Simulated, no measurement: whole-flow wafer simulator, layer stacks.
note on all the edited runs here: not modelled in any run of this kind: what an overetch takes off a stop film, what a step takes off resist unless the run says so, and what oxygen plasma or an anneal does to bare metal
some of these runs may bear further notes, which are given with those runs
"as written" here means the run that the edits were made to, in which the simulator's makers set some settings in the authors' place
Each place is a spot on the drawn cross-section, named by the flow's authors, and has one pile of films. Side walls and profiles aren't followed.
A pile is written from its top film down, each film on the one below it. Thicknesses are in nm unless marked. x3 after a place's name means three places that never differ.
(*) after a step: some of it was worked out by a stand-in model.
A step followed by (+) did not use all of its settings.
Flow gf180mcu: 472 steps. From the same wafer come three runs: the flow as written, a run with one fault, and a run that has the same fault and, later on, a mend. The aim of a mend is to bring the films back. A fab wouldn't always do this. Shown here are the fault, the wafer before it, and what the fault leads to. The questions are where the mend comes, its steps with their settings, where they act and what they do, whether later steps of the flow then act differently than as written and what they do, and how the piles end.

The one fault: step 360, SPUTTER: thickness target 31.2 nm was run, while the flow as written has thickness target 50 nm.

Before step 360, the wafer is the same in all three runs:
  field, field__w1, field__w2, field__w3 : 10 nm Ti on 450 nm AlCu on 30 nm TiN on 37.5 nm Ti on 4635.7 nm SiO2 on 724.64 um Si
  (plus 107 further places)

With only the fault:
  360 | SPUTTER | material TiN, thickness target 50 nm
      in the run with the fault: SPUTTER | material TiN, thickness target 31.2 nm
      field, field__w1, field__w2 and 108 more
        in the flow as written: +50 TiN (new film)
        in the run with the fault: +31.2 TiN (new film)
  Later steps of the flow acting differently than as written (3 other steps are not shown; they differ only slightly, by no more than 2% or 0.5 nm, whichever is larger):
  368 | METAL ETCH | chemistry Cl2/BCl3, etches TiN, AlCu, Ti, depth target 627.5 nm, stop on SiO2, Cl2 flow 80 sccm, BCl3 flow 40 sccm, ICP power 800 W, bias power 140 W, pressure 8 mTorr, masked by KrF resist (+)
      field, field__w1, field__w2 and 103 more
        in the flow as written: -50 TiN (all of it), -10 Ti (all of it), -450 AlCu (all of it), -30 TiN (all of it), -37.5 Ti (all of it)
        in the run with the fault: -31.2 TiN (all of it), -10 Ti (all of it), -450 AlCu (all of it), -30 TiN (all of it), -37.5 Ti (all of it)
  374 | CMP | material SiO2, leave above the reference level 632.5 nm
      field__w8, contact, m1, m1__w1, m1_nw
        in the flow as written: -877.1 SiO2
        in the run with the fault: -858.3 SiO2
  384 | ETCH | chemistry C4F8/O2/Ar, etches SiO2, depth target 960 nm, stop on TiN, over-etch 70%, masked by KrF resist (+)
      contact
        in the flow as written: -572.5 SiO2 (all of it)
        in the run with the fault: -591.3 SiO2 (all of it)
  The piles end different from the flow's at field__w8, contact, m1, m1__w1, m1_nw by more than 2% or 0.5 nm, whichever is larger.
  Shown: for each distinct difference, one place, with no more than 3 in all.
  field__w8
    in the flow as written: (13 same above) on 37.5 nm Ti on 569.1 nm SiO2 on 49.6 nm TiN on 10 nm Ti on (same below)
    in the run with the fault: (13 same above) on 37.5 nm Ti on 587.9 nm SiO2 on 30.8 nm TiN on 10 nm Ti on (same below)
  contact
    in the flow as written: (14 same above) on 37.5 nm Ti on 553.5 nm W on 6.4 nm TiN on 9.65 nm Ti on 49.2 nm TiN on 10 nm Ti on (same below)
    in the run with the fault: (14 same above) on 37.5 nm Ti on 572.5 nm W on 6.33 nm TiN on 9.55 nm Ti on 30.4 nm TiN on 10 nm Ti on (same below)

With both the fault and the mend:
  The mend stands after step 367.
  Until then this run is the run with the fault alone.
  367a | STRIP | chemistry O2/N2, power 2160 W, pressure 1700 mTorr (*)
      field__w8, contact, m1, m1__w1, m1_nw
        -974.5 KrF resist (all of it)
  367b | SPUTTER | material TiN, thickness target 18.8 nm (the flow's step 360 again, with other settings)
      field, field__w1, field__w2 and 108 more
        +18.8 TiN
  367c | HMDS | 120 C, 60 s (the flow's step 362 again)
      does not change any film at any place that is followed
  367d | COAT | KrF resist, thickness 1000 nm (the flow's step 363 again)
      field, field__w1, field__w2 and 108 more
        +1000 KrF resist (new film)
  367e | SOFTBAKE | KrF resist (the flow's step 364 again)
      does not change any film at any place that is followed
  367f | EXPOSE | photomask Metal4 (the flow's step 365 again)
      does not change any film at any place that is followed
  367g | PEB | KrF resist, 135 C, 90 s (the flow's step 366 again)
      field, field__w1, field__w2 and 108 more
        -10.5 KrF resist
  367h | DEVELOP | thickness 1000 nm, 60 s (the flow's step 367 again)
      field, field__w1, field__w2 and 103 more
        -989.5 KrF resist (all of it)
      field__w8, contact, m1, m1__w1, m1_nw
        -14.9 KrF resist
  None of the later steps of the flow acts differently than as written at any place that is followed.
  At every place that both follow, the piles at the end match the flow's.
